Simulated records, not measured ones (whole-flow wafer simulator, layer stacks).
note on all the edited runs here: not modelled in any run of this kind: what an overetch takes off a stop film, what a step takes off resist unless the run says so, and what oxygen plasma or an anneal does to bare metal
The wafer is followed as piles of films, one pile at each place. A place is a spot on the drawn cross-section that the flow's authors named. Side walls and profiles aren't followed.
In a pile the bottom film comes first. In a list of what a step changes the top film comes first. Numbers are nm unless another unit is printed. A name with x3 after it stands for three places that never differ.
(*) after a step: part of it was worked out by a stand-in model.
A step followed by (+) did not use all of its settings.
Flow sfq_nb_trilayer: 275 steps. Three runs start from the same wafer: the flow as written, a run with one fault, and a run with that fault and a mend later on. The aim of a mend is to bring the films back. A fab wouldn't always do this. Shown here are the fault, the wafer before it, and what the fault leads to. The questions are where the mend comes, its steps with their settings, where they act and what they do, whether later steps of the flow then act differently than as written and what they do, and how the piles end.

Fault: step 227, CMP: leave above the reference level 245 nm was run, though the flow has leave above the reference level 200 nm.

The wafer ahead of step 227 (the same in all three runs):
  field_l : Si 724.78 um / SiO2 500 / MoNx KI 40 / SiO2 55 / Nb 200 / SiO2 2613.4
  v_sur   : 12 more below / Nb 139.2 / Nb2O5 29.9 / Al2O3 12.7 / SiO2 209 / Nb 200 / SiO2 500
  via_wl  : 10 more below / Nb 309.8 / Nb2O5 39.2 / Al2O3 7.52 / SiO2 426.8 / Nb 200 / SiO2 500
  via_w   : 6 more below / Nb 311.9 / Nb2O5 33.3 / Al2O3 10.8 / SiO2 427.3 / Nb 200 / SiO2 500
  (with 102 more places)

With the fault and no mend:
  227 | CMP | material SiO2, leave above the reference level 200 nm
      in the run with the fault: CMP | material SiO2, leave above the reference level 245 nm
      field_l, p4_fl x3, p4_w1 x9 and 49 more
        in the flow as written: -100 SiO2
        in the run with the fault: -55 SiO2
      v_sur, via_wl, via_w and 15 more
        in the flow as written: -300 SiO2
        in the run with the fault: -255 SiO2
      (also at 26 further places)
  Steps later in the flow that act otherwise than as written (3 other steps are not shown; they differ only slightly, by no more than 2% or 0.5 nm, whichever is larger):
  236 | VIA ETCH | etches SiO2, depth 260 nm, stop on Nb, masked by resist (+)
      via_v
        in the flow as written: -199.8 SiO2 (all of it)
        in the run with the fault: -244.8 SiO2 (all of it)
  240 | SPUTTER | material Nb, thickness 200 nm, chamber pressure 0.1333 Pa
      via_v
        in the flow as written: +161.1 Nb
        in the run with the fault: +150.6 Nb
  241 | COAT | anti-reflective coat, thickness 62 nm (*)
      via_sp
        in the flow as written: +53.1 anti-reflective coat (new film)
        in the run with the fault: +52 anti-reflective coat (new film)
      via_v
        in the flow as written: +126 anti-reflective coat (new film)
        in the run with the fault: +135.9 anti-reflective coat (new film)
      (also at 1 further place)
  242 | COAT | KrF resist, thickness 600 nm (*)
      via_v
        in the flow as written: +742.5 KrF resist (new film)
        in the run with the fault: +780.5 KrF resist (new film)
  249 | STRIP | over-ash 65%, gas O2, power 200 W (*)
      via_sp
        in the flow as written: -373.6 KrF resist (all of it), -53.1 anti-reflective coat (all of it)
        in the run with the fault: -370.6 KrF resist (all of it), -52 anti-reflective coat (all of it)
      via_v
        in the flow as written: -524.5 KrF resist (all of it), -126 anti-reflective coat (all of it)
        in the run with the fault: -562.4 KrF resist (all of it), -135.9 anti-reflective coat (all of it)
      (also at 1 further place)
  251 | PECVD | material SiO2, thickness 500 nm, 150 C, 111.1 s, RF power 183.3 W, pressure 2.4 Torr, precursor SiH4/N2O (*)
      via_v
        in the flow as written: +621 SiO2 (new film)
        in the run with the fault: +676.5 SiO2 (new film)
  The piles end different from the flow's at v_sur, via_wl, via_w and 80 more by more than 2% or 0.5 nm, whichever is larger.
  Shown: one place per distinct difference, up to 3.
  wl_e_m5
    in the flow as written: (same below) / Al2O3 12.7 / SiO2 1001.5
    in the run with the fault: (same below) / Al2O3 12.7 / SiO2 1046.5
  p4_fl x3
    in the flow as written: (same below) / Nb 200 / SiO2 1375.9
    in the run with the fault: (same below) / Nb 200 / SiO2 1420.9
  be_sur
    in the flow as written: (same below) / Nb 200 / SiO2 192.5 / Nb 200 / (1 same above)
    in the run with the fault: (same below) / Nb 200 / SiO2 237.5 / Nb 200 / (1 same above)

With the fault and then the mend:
  After step 234 comes the mend.
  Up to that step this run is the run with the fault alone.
  234a | STRIP | over-ash 65%, gas O2, power 200 W (*)
      field_l, v_sur, via_wl and 102 more
        -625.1 KrF resist (all of it), -62 anti-reflective coat (all of it)
      via_v
        -62 anti-reflective coat (all of it)
  234b | CMP | material SiO2, leave above the reference level 200 nm (a further turn of the flow's step 227)
      field_l, v_sur, via_wl and 103 more
        -45 SiO2
  234c | COAT | anti-reflective coat, thickness 62 nm (a further turn of the flow's step 229)
      field_l, v_sur, via_wl and 103 more
        +62 anti-reflective coat (new film)
  234d | COAT | KrF resist, thickness 650 nm (a further turn of the flow's step 230)
      field_l, v_sur, via_wl and 103 more
        +650 KrF resist (new film)
  234e | SOFTBAKE | KrF resist (a further turn of the flow's step 231)
      alters no film at any place that is followed
  234f | EXPOSE | photomask I6, dose 11.91 mJ/cm2, NA 0.6, wavelength 248 nm (*) (a further turn of the flow's step 232)
      alters no film at any place that is followed
  234g | PEB | KrF resist, 90 s (a further turn of the flow's step 233)
      field_l, v_sur, via_wl and 103 more
        -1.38 KrF resist
  234h | DEVELOP | KrF resist, thickness 650 nm, 60 s (a further turn of the flow's step 234)
      field_l, v_sur, via_wl and 102 more
        -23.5 KrF resist
      via_v
        -648.6 KrF resist (all of it)
  Every later step of the flow that is run acts as written at every place that is followed.
  At every place that both follow, the piles at the end match the flow's.
